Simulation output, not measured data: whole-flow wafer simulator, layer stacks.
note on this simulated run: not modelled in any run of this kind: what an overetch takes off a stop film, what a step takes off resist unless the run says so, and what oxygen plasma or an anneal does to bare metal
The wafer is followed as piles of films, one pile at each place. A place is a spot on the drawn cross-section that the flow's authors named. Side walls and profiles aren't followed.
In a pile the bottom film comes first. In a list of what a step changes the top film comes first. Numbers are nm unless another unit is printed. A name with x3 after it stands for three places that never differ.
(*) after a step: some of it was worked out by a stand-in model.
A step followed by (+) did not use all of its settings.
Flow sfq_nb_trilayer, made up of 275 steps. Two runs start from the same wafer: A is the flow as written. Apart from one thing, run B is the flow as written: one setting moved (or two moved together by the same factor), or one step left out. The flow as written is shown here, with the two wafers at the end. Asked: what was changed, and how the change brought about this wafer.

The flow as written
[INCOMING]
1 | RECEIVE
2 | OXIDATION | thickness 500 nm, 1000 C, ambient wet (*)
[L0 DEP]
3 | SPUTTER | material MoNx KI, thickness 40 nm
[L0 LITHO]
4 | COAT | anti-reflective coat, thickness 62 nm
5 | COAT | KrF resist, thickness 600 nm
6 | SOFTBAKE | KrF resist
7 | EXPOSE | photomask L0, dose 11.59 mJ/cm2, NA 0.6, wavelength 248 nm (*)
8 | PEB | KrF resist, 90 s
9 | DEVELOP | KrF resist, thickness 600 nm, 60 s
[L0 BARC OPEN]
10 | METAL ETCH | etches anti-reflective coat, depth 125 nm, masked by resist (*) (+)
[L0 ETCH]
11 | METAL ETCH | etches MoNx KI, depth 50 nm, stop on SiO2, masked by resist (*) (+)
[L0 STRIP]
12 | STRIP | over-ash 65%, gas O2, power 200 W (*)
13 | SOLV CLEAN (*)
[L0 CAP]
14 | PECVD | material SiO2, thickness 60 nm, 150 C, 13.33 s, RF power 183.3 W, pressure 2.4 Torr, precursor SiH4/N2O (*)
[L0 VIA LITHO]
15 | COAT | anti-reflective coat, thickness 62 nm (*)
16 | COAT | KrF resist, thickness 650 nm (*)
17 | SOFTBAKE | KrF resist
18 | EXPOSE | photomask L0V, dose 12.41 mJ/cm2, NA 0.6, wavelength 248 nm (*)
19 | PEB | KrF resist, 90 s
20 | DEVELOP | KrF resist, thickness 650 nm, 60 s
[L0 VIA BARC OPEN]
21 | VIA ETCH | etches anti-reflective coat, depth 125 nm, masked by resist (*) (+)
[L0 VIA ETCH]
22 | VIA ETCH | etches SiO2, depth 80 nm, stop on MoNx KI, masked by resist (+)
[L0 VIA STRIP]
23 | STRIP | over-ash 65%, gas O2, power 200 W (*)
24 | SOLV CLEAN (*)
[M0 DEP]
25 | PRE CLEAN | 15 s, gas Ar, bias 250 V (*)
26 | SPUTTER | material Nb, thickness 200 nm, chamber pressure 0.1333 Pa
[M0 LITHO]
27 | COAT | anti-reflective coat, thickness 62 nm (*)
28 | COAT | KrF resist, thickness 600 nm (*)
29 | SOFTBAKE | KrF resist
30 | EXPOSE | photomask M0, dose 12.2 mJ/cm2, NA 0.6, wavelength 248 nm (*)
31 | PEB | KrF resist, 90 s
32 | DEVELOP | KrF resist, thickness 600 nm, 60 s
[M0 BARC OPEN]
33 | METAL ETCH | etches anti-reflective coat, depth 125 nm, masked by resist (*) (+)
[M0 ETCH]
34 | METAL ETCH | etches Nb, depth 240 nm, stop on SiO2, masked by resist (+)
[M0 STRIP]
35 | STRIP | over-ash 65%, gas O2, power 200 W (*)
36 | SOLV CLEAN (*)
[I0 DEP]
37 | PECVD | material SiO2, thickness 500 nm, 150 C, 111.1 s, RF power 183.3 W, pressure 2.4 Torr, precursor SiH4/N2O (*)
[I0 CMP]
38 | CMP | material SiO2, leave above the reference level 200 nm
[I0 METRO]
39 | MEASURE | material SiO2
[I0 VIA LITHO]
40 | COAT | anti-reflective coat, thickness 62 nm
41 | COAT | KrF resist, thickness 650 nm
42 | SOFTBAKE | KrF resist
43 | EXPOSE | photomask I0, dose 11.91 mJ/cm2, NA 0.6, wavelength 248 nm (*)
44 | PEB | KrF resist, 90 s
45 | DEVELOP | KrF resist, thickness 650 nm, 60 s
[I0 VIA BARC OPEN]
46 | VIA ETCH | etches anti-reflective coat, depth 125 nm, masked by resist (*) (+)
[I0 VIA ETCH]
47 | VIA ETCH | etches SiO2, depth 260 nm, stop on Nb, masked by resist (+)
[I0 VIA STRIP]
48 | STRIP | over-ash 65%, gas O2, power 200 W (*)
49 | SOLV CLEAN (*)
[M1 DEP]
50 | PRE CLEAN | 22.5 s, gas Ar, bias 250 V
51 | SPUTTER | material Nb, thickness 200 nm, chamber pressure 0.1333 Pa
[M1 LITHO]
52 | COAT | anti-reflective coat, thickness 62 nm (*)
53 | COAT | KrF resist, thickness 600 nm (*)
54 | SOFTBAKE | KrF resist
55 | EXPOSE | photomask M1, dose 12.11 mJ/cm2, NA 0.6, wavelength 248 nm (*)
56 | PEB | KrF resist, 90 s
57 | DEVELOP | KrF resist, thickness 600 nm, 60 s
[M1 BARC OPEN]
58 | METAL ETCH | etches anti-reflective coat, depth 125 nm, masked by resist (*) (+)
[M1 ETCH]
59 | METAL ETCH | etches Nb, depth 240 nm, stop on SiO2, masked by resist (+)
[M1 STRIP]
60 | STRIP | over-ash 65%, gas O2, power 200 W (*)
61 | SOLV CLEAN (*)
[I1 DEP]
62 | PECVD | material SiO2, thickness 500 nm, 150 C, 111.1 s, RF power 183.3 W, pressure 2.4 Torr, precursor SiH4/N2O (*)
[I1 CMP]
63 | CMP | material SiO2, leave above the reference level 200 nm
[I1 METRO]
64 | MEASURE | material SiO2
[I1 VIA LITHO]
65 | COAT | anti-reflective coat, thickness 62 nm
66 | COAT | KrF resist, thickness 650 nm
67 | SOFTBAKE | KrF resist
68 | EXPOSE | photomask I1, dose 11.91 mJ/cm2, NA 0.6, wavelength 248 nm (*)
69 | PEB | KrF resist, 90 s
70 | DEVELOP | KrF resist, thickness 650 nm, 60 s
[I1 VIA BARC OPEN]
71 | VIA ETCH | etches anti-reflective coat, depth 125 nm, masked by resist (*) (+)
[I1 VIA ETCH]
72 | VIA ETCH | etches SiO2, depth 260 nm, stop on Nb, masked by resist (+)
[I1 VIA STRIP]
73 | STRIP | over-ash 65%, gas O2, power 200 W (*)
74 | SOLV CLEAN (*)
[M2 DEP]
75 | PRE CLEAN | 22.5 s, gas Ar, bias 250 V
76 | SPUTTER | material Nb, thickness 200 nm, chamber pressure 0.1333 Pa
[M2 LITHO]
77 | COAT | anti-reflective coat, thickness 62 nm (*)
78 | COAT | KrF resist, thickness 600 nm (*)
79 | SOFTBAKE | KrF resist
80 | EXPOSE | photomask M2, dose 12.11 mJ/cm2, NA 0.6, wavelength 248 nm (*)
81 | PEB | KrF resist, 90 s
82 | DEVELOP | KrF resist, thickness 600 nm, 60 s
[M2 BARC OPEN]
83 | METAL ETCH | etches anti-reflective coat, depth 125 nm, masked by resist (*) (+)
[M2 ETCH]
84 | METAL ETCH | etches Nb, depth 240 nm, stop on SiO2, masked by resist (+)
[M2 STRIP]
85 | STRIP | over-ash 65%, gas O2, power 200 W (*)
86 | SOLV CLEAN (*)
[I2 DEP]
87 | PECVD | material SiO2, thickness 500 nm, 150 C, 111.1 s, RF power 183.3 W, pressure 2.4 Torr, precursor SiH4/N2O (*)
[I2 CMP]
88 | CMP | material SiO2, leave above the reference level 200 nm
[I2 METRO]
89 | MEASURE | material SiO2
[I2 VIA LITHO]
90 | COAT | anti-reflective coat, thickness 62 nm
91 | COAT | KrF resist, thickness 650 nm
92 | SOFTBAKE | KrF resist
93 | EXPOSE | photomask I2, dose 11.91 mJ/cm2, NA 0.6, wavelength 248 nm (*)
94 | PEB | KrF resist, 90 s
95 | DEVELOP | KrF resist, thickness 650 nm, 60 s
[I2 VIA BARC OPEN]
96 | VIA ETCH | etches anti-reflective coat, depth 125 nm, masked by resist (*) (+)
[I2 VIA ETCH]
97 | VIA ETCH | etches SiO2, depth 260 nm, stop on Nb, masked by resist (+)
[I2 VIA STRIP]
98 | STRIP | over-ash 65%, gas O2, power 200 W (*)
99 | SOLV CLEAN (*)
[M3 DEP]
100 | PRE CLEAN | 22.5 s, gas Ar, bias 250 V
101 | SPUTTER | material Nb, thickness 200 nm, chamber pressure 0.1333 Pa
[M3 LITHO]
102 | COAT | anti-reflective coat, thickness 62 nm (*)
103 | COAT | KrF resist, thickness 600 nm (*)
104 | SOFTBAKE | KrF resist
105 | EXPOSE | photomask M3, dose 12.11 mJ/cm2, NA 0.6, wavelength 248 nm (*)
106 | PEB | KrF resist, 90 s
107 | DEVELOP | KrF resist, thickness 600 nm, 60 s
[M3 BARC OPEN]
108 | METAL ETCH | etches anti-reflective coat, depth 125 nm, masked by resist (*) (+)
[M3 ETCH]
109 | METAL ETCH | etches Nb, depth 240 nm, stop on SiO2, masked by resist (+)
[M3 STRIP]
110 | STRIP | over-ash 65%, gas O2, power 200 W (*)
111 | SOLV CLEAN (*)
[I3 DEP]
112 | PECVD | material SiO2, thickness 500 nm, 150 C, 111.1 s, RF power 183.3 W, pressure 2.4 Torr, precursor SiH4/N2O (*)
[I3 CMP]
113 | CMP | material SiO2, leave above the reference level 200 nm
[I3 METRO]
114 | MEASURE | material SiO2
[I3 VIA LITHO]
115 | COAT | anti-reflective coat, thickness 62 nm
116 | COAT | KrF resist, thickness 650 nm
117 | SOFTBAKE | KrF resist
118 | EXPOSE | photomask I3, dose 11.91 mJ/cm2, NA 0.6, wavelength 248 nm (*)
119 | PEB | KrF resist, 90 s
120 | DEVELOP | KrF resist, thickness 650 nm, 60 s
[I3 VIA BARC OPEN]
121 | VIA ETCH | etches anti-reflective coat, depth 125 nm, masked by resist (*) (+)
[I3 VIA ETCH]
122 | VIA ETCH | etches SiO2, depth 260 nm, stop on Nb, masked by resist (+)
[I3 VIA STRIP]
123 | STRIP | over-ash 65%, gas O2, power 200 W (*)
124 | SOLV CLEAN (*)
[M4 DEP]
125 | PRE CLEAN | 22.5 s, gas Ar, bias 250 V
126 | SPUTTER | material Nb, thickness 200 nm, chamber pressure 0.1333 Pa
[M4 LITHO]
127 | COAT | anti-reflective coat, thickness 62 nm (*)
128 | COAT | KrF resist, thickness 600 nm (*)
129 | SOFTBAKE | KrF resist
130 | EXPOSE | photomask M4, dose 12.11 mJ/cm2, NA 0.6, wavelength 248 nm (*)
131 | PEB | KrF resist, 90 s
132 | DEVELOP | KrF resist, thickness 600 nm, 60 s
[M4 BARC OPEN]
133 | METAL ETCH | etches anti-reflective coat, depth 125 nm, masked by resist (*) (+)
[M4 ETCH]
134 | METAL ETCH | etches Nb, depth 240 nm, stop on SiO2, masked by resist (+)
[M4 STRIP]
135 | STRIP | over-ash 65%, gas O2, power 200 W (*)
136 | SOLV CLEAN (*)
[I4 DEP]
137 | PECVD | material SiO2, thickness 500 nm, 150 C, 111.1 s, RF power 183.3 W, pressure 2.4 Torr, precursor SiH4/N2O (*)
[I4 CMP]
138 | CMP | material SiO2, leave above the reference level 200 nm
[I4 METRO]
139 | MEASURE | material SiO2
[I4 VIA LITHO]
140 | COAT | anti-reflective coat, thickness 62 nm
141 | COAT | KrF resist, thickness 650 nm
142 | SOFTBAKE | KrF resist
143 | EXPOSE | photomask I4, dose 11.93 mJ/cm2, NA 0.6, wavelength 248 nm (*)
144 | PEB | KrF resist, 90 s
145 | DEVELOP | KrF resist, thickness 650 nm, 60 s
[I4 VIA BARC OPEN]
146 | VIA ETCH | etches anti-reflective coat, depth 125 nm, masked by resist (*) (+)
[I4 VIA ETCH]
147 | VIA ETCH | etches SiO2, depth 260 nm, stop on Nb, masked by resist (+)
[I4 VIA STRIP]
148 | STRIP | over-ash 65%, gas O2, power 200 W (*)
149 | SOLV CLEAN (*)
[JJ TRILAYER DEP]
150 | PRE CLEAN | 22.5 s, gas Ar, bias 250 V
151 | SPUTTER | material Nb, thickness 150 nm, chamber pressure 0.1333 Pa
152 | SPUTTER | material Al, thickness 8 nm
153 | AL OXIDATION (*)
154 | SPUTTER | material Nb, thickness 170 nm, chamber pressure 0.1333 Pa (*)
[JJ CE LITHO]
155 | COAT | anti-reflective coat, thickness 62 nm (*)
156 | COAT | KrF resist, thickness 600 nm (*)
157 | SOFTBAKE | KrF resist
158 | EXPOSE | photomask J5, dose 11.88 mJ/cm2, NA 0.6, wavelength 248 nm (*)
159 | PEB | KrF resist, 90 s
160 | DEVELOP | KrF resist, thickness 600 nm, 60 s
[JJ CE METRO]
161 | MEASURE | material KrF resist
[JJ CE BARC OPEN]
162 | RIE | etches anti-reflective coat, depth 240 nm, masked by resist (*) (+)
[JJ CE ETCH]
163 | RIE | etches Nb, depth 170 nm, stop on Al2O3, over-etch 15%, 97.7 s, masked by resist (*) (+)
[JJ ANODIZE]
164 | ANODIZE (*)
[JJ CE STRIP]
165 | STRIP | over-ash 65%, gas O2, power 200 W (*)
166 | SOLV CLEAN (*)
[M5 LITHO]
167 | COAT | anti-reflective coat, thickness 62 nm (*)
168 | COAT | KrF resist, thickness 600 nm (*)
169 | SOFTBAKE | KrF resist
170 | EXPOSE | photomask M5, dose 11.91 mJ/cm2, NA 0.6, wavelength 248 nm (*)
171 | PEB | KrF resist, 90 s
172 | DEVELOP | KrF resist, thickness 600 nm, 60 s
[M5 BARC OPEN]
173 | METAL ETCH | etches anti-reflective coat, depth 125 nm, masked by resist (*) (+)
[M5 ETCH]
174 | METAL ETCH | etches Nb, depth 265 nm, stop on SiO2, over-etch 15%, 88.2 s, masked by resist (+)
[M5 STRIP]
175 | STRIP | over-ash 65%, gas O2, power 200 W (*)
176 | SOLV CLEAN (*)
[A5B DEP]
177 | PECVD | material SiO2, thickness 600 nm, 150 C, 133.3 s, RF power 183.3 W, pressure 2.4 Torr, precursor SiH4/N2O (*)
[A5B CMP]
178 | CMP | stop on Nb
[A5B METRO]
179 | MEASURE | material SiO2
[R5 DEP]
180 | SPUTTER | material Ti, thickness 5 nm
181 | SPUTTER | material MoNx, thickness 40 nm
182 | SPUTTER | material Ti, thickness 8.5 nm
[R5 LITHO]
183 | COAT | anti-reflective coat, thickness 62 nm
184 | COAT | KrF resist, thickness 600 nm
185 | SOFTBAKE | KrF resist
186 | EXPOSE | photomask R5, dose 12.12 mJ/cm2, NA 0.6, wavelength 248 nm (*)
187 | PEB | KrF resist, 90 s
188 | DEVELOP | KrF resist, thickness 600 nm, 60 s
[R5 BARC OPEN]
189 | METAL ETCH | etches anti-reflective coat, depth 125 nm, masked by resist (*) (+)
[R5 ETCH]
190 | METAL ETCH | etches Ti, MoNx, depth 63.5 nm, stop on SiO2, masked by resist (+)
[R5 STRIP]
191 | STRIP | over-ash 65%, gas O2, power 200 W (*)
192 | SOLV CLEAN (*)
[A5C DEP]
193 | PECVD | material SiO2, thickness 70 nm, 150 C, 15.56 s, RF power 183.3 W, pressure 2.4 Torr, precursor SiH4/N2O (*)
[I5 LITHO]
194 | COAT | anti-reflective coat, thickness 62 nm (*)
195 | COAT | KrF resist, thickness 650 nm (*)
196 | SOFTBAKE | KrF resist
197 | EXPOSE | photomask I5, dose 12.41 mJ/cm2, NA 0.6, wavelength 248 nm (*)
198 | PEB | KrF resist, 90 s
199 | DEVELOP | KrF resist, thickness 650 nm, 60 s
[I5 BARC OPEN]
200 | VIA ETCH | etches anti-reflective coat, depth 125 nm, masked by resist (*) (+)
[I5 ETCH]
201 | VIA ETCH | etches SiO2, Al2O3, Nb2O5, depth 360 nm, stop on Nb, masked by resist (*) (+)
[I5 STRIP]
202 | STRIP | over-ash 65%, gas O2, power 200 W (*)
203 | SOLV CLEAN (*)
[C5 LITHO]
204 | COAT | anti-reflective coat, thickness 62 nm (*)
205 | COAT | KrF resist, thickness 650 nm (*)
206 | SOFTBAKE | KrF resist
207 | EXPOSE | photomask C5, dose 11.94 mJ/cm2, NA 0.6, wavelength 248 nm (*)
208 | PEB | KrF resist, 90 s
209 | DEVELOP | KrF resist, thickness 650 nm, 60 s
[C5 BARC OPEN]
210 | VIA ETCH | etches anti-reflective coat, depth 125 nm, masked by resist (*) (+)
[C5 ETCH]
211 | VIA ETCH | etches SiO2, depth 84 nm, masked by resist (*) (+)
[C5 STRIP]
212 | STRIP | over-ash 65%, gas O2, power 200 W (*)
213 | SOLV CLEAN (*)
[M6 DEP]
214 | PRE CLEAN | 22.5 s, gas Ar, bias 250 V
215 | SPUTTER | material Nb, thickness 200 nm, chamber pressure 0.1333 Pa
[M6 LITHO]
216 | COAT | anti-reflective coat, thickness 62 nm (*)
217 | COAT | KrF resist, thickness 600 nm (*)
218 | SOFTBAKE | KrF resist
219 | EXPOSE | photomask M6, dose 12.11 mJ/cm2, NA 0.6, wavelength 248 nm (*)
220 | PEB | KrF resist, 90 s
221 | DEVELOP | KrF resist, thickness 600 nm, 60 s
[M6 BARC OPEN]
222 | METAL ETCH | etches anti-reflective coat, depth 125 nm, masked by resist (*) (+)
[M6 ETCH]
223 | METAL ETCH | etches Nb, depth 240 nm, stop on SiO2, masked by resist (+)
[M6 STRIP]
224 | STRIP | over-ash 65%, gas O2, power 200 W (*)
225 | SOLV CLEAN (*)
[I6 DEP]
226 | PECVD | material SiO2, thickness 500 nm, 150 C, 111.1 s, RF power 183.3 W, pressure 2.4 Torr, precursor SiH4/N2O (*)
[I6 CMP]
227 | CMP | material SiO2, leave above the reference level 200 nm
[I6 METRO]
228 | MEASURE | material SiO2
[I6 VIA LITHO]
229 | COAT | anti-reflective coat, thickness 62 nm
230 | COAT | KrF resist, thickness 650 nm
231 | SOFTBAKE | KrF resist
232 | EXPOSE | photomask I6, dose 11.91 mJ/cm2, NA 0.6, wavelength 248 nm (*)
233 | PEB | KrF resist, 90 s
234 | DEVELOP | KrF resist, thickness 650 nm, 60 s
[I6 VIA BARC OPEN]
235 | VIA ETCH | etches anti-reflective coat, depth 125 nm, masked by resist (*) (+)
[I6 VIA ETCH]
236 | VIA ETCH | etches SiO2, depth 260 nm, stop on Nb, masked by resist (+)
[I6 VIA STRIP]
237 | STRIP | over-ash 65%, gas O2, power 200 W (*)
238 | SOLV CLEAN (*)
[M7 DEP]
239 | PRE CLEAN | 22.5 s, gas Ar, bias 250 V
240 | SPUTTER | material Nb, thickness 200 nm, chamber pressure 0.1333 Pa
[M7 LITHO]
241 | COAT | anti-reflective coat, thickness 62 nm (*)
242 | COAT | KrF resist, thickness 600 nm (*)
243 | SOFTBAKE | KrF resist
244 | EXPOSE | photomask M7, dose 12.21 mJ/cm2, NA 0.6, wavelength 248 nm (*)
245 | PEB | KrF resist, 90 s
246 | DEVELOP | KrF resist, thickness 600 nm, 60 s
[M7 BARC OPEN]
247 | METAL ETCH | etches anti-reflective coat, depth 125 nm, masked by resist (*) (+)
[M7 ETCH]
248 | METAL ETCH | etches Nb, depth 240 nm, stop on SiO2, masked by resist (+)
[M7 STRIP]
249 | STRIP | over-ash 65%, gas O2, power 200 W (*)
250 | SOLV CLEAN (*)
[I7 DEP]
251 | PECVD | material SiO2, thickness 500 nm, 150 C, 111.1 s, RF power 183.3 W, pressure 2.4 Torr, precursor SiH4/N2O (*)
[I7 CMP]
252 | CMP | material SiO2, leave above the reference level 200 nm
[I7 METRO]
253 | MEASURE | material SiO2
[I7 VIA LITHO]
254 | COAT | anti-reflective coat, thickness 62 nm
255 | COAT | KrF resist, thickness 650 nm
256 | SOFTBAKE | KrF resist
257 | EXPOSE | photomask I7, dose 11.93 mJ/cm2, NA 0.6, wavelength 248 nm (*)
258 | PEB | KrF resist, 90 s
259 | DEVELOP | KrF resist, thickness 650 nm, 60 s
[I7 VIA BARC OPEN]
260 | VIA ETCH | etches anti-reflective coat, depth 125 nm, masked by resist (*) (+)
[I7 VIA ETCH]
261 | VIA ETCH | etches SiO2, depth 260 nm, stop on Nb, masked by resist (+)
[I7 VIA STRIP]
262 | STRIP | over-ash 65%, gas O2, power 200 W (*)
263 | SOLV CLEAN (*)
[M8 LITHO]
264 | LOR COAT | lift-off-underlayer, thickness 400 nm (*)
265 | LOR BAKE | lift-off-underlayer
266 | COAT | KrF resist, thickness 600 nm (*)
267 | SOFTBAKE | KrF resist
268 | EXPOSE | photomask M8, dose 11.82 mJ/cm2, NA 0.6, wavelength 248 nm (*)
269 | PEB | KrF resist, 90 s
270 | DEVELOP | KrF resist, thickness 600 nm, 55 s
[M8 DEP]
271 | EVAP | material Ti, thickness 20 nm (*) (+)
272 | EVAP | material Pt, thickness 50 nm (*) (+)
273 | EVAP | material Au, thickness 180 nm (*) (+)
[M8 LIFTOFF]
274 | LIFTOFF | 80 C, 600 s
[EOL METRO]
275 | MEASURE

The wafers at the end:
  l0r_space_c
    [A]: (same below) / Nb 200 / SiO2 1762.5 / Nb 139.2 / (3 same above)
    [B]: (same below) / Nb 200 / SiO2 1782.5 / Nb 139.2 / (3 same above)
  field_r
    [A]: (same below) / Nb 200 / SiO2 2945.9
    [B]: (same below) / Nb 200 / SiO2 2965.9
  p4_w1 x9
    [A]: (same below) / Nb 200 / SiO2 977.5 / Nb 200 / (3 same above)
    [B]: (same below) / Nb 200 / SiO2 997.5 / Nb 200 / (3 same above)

Cause: step 51, SPUTTER: thickness 220 nm was run, whereas the flow has thickness 200 nm.

The path from the change to this, step by step:
  51 | SPUTTER | material Nb, thickness 200 nm, chamber pressure 0.1333 Pa
      field_l, v_sur, via_wl and 102 more: A Nb gains 200 (new film) | B Nb gains 220 (new film)
      via_w: A Nb gains 174.5 | B Nb gains 192.2
  52 | COAT | anti-reflective coat, thickness 62 nm (*)
      via_wl: A anti-reflective coat gains 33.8 (new film) | B anti-reflective coat gains 34.8 (new film)
  59 | METAL ETCH | etches Nb, depth 240 nm, stop on SiO2, masked by resist (+)
      field_l, be, be_sur and 79 more: A Nb loses 200 (all of it) | B Nb loses 220 (all of it)
  60 | STRIP | over-ash 65%, gas O2, power 200 W (*)
      via_wl: A KrF resist loses 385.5 (all of it), anti-reflective coat loses 33.8 (all of it) | B KrF resist loses 384.5 (all of it), anti-reflective coat loses 34.8 (all of it)
  62 | PECVD | material SiO2, thickness 500 nm, 150 C, 111.1 s, RF power 183.3 W, pressure 2.4 Torr, precursor SiH4/N2O (*)
      wl_d_sl, wl_d_sr: A SiO2 gains 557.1 | B SiO2 gains 577.1
  63 | CMP | material SiO2, leave above the reference level 200 nm
      field_l, be, be_sur and 72 more: A SiO2 loses 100 | B SiO2 loses 80
      lsp_m, ln_m6, lsp_r, l0_sur, l0v: A SiO2 loses 94.9 | B SiO2 loses 74.4
